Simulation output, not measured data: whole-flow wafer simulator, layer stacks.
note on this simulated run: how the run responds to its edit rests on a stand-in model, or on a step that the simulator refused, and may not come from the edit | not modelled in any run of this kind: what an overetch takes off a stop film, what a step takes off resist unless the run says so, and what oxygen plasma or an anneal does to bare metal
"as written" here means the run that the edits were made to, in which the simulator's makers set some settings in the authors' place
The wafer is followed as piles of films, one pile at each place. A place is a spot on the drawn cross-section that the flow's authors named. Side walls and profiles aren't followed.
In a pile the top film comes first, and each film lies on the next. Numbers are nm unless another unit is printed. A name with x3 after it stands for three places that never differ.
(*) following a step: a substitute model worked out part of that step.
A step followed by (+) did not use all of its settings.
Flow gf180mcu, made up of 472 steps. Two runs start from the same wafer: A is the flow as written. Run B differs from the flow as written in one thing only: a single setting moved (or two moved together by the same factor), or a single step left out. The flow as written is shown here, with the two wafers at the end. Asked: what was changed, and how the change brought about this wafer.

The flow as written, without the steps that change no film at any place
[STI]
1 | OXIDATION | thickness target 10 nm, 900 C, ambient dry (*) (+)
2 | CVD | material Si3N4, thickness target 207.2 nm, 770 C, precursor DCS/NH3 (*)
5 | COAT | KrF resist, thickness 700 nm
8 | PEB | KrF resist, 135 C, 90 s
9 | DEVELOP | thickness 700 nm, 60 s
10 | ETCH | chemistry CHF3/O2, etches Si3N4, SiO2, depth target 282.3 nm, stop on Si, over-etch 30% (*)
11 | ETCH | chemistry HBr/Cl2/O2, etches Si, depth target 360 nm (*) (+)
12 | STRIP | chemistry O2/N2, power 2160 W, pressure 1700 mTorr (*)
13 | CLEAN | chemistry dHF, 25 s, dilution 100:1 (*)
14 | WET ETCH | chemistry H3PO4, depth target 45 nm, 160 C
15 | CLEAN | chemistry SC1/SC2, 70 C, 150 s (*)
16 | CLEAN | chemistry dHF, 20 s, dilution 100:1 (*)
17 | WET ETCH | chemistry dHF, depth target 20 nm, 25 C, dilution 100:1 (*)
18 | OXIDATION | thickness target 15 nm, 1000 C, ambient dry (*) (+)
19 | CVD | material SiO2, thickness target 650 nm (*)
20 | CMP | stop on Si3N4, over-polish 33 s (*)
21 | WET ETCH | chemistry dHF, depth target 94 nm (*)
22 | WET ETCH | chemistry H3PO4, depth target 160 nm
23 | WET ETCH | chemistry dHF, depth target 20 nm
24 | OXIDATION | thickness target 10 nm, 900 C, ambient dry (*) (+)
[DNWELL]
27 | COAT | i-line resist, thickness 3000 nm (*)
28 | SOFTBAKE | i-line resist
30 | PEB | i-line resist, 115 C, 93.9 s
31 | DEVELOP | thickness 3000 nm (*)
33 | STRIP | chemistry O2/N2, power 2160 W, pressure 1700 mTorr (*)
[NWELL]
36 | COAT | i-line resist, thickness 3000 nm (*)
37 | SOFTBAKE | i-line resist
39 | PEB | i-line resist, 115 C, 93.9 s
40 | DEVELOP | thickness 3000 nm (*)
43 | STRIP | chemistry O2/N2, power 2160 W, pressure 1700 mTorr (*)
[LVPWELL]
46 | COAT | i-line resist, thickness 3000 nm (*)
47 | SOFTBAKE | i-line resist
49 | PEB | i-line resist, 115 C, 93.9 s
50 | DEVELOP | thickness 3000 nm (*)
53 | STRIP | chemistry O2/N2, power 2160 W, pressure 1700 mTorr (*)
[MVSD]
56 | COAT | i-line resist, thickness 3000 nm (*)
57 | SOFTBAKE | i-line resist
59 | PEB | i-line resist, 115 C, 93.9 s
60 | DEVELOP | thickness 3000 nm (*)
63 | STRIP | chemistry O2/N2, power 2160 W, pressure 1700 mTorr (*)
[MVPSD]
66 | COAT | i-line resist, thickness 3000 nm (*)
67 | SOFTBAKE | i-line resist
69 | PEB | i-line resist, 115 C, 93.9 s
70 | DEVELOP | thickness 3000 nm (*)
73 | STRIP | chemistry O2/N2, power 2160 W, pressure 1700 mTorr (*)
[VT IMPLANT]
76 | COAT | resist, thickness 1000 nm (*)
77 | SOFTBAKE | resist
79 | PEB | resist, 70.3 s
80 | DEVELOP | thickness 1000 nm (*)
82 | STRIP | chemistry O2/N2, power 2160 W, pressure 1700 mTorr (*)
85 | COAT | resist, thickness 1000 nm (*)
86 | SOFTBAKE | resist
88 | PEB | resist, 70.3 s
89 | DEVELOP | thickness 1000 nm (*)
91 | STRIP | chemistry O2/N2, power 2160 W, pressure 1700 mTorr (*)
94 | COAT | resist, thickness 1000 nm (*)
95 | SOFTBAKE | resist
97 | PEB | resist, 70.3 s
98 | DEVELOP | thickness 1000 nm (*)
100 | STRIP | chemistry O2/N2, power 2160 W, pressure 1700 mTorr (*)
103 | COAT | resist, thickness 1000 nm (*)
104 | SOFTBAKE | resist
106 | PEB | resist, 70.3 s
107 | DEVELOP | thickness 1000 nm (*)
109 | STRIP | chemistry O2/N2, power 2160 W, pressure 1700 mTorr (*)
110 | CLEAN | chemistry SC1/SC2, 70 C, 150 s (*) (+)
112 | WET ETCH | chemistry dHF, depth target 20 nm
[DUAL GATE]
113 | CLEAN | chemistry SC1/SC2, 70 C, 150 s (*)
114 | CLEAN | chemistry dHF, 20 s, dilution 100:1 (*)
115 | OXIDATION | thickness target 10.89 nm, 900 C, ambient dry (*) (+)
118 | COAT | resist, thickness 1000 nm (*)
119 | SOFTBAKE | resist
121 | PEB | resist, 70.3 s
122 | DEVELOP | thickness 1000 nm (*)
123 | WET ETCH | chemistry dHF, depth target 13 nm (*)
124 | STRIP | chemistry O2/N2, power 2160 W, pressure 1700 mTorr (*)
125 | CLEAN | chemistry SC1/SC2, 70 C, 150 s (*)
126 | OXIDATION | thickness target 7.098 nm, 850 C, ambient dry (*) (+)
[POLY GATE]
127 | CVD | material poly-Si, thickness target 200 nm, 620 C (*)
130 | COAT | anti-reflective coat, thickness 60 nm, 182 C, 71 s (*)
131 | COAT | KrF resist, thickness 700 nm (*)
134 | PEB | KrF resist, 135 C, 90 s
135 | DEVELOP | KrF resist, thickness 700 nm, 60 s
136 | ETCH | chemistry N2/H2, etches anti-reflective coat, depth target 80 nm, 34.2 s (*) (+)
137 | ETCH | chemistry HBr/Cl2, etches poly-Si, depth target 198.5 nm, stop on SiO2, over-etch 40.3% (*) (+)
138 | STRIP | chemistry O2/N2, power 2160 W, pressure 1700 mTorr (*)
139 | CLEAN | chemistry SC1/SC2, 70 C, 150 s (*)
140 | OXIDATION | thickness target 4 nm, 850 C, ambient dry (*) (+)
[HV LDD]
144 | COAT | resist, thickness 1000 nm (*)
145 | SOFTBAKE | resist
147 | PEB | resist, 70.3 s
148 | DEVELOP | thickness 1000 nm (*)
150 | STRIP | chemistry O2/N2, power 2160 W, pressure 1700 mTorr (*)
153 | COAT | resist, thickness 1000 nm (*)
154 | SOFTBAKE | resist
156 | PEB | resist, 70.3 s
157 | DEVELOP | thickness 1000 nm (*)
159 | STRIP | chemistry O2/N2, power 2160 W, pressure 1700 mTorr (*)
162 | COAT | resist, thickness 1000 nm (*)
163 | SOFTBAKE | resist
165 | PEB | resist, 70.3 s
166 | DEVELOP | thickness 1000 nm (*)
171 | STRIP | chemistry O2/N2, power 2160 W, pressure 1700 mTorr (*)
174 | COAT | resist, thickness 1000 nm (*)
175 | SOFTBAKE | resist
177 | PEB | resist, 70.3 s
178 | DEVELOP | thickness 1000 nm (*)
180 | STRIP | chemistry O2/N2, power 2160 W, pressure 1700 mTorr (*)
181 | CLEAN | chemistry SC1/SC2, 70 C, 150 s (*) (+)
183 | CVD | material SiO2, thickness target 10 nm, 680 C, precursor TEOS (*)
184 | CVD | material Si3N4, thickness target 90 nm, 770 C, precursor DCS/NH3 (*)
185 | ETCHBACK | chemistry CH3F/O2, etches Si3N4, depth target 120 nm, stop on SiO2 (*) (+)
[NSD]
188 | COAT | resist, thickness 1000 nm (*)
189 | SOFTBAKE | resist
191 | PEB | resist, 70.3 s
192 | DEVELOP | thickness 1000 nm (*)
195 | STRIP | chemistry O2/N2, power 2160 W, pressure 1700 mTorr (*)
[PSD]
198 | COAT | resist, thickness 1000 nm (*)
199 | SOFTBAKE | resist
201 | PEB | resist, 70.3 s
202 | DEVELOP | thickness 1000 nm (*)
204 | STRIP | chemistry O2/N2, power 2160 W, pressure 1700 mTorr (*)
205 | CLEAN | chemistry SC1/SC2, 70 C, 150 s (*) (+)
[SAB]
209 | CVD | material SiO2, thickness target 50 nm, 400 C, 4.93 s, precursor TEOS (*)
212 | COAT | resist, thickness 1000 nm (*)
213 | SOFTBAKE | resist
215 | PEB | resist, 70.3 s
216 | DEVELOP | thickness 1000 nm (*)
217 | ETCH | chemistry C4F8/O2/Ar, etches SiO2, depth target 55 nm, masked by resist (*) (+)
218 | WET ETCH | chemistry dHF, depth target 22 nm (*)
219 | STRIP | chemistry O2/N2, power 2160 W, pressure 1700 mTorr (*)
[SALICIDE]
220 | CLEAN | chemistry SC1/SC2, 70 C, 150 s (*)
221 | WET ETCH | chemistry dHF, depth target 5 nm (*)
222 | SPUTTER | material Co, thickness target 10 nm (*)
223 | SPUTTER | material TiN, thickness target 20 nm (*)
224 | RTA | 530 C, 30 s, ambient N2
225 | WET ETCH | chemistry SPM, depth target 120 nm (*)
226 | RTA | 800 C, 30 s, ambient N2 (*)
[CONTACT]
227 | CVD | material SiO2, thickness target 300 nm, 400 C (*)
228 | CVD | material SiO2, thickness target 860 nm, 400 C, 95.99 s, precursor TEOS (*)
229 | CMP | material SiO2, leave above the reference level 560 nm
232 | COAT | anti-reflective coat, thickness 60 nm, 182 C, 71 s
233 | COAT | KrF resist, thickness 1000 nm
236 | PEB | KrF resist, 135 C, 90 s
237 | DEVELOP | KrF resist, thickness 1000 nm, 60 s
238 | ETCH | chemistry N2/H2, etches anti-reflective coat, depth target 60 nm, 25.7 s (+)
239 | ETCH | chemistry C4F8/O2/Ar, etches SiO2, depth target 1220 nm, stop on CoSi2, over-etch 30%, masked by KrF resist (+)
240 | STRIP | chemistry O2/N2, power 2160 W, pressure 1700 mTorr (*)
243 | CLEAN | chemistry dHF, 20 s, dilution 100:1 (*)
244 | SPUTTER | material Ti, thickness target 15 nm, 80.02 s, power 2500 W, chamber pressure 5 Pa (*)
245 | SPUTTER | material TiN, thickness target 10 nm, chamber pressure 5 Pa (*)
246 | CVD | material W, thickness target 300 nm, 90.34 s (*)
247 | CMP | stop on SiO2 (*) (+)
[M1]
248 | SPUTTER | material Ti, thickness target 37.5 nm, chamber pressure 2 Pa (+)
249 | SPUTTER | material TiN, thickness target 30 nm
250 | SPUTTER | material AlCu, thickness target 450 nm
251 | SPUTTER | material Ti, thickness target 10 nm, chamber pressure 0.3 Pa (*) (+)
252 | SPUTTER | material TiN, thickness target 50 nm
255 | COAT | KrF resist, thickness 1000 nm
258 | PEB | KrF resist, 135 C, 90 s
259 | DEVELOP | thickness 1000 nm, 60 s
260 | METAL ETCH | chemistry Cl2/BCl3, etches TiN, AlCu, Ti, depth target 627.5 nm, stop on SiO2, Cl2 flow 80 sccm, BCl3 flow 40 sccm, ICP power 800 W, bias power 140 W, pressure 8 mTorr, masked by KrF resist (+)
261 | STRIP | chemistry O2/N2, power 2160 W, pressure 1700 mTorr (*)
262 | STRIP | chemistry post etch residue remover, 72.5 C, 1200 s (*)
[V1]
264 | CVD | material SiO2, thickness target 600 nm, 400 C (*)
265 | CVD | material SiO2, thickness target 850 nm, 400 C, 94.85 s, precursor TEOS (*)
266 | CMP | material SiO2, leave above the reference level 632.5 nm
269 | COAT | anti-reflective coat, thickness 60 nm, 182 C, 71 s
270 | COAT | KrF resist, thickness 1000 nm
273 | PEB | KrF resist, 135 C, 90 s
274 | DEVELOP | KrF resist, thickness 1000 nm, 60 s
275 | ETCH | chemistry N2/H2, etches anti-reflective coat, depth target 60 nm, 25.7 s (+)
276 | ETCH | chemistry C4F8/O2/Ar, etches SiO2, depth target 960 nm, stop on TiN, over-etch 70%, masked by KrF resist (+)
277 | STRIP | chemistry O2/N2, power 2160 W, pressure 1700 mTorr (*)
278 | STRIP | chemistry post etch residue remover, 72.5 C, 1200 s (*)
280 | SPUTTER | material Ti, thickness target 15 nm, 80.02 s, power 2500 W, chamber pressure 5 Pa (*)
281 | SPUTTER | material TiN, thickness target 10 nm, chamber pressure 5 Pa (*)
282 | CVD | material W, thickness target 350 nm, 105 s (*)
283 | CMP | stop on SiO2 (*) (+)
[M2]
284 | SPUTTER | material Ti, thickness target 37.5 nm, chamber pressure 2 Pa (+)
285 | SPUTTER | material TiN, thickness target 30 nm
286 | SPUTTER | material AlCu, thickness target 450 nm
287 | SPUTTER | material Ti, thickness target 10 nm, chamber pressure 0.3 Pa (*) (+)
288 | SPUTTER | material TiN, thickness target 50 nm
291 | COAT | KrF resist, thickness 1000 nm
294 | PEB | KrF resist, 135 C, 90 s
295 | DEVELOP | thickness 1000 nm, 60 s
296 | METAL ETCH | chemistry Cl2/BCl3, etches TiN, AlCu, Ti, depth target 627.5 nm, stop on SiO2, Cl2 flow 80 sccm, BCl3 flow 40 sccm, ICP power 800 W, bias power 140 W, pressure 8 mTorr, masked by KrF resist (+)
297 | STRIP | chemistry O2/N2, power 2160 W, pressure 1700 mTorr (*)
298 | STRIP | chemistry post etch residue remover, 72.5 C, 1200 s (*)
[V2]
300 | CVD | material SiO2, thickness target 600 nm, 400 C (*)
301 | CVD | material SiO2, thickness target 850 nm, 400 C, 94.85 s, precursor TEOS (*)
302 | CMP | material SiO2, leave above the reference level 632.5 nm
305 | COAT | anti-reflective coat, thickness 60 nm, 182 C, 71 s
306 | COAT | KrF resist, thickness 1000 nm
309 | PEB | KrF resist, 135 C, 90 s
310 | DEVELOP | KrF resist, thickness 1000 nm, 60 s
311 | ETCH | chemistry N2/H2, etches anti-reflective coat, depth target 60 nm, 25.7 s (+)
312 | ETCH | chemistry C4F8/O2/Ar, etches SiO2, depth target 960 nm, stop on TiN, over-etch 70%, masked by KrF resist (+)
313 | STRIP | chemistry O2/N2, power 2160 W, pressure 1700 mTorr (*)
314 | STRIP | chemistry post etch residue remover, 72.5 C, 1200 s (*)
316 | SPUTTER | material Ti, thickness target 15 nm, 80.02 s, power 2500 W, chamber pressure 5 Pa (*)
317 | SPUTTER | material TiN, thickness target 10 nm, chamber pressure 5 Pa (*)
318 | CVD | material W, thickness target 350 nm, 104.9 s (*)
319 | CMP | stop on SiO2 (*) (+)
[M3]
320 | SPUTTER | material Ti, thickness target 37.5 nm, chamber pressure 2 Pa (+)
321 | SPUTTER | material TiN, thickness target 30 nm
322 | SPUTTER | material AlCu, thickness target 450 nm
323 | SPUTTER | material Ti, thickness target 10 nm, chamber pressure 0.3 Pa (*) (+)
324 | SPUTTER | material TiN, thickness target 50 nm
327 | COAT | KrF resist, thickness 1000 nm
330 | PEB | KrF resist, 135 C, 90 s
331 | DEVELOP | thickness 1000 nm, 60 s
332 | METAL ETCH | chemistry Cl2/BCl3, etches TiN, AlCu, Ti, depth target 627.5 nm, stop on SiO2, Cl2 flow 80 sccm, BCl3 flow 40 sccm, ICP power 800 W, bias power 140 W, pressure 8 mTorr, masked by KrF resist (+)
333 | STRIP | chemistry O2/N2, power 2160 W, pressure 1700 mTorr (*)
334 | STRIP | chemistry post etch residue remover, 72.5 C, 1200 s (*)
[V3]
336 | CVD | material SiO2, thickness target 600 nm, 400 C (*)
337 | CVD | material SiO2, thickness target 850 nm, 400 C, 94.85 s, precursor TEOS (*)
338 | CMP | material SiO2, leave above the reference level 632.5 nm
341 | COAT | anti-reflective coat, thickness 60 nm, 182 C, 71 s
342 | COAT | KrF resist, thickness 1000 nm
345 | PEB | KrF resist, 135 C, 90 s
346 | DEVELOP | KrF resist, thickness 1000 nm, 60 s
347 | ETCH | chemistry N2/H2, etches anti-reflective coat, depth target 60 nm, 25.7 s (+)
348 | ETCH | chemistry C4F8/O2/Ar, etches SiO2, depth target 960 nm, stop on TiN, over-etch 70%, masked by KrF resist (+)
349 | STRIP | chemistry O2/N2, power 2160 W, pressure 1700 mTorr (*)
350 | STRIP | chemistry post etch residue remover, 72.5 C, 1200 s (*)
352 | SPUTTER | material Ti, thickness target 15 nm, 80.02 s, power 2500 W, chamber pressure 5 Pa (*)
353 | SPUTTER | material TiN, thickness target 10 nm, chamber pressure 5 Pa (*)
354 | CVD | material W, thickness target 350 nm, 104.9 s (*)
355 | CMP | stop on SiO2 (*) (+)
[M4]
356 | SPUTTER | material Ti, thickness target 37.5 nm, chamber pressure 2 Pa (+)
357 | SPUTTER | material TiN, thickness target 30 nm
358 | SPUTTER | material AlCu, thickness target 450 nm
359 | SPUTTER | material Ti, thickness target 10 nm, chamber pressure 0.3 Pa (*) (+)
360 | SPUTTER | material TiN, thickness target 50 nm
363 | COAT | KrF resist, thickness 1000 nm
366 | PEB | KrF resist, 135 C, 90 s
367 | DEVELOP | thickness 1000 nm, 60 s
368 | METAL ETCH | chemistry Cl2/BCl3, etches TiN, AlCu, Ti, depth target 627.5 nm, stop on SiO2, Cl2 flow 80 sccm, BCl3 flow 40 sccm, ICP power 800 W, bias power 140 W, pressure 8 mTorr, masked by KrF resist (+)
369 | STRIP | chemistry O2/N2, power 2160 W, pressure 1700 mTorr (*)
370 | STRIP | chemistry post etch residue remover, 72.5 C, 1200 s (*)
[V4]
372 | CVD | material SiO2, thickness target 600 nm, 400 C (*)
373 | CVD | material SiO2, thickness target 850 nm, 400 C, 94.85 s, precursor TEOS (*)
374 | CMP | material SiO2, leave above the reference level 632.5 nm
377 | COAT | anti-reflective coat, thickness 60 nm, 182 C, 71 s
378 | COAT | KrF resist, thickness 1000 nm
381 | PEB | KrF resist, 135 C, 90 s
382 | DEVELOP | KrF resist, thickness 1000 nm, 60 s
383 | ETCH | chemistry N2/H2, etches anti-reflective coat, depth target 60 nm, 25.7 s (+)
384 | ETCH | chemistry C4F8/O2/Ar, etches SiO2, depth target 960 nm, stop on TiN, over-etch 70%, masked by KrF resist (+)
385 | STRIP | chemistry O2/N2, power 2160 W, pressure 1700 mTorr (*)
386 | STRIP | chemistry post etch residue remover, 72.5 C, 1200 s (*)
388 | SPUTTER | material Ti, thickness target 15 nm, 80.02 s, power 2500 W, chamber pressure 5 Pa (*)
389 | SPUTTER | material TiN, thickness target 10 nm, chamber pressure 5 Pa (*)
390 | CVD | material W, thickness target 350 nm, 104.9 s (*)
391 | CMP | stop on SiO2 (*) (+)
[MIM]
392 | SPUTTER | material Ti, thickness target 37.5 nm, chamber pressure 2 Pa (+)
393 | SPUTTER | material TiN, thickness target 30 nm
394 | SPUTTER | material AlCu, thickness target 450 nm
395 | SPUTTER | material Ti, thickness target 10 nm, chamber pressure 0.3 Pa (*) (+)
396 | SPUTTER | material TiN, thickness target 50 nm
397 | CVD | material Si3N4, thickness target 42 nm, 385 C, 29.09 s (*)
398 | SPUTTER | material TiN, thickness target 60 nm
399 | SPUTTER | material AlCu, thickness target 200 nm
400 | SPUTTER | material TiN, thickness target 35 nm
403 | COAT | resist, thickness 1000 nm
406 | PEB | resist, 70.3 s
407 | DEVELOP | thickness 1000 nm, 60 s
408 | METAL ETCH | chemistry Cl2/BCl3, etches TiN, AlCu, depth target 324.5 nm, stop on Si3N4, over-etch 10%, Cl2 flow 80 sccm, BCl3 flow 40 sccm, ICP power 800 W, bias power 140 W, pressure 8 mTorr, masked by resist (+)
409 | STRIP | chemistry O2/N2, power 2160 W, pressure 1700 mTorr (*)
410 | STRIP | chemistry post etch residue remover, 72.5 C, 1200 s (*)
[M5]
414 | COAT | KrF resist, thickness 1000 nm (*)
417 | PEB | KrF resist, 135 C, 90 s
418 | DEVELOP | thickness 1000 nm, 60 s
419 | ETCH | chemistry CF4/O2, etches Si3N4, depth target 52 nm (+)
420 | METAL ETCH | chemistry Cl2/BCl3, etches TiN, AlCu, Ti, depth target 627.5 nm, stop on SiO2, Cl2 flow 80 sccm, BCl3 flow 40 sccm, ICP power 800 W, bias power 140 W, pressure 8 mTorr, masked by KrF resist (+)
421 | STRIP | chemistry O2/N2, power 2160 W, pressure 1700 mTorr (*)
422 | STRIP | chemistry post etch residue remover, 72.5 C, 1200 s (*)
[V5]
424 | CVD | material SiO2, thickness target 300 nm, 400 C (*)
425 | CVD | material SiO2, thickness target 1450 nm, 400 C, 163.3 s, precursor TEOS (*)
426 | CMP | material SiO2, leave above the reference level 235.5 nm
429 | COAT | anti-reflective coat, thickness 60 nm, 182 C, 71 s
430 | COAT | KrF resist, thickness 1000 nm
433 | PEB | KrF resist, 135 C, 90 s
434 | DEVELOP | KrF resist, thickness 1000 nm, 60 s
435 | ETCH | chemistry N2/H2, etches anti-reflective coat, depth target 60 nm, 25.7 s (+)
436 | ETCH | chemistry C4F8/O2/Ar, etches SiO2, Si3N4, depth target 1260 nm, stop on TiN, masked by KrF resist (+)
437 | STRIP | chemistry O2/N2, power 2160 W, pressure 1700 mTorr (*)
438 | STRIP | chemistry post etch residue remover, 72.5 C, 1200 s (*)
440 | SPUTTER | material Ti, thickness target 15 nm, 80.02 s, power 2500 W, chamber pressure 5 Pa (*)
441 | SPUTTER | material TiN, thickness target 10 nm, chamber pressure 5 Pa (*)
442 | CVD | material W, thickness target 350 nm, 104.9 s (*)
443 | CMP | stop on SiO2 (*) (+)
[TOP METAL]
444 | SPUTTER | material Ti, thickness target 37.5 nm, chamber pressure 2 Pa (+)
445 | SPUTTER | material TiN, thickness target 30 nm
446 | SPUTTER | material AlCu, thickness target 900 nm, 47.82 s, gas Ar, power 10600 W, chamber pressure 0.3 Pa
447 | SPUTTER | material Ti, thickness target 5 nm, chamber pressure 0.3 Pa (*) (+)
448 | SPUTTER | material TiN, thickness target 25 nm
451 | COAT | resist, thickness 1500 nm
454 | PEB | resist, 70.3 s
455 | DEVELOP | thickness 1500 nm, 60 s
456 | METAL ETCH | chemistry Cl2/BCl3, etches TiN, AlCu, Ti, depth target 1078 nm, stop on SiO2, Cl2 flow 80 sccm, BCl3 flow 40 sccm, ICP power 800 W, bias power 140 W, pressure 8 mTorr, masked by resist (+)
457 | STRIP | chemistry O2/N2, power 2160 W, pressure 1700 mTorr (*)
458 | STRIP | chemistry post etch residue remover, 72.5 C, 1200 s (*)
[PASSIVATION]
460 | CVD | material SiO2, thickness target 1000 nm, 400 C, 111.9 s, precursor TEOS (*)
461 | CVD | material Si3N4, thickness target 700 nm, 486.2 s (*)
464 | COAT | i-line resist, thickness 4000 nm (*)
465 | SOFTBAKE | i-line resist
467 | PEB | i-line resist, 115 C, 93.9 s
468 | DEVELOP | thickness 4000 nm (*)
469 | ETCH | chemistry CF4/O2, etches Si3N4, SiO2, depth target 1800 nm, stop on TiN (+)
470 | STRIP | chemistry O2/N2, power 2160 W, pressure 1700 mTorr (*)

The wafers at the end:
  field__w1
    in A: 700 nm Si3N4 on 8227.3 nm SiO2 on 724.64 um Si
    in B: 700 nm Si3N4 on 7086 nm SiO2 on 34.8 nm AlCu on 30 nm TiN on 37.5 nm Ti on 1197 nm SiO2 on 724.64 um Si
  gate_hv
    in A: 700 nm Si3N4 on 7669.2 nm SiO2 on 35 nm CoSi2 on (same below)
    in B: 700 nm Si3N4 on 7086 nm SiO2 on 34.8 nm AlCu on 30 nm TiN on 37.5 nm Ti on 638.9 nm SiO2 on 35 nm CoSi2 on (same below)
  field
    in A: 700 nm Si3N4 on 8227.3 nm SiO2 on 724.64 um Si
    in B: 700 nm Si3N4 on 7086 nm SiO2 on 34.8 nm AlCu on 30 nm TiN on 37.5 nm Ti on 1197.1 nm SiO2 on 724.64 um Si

What caused this: step 250, SPUTTER: thickness target 608 nm was run, whereas the flow has thickness target 450 nm.

How this came from the change, step by step:
  250 | SPUTTER | material AlCu, thickness target 450 nm
      field, field__w1, field__w2 and 108 more: A +450 AlCu (new film) | B +608 AlCu (new film)
  260 | METAL ETCH | chemistry Cl2/BCl3, etches TiN, AlCu, Ti, depth target 627.5 nm, stop on SiO2, Cl2 flow 80 sccm, BCl3 flow 40 sccm, ICP power 800 W, bias power 140 W, pressure 8 mTorr, masked by KrF resist (+)
      field, field__w1, field__w2 and 99 more: A -50 TiN (all of it), -10 Ti (all of it), -450 AlCu (all of it), -30 TiN (all of it), -37.5 Ti (all of it) | B -50 TiN (all of it), -10 Ti (all of it), -567.5 AlCu
  262 | STRIP | chemistry post etch residue remover, 72.5 C, 1200 s (*)
      field, field__w1, field__w2 and 99 more: A nothing | B -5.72 AlCu
  264 | CVD | material SiO2, thickness target 600 nm, 400 C (*)
      field, field__w1, field__w2 and 99 more: A +600 SiO2 | B +600 SiO2 (new film)
  266 | CMP | material SiO2, leave above the reference level 632.5 nm
      field, field__w1, field__w2 and 99 more: A -300 SiO2 | B -244.3 SiO2
If metal films that touch count as one body, field__w1 has 1 body; the flow as written gives 0 bodies.
If metal films that touch count as one body, gate_hv has 2 bodies (between them, from the top down: SiO2 638.9); the flow as written gives 1 body.
If metal films that touch count as one body, field has 1 body; the flow as written gives 0 bodies.
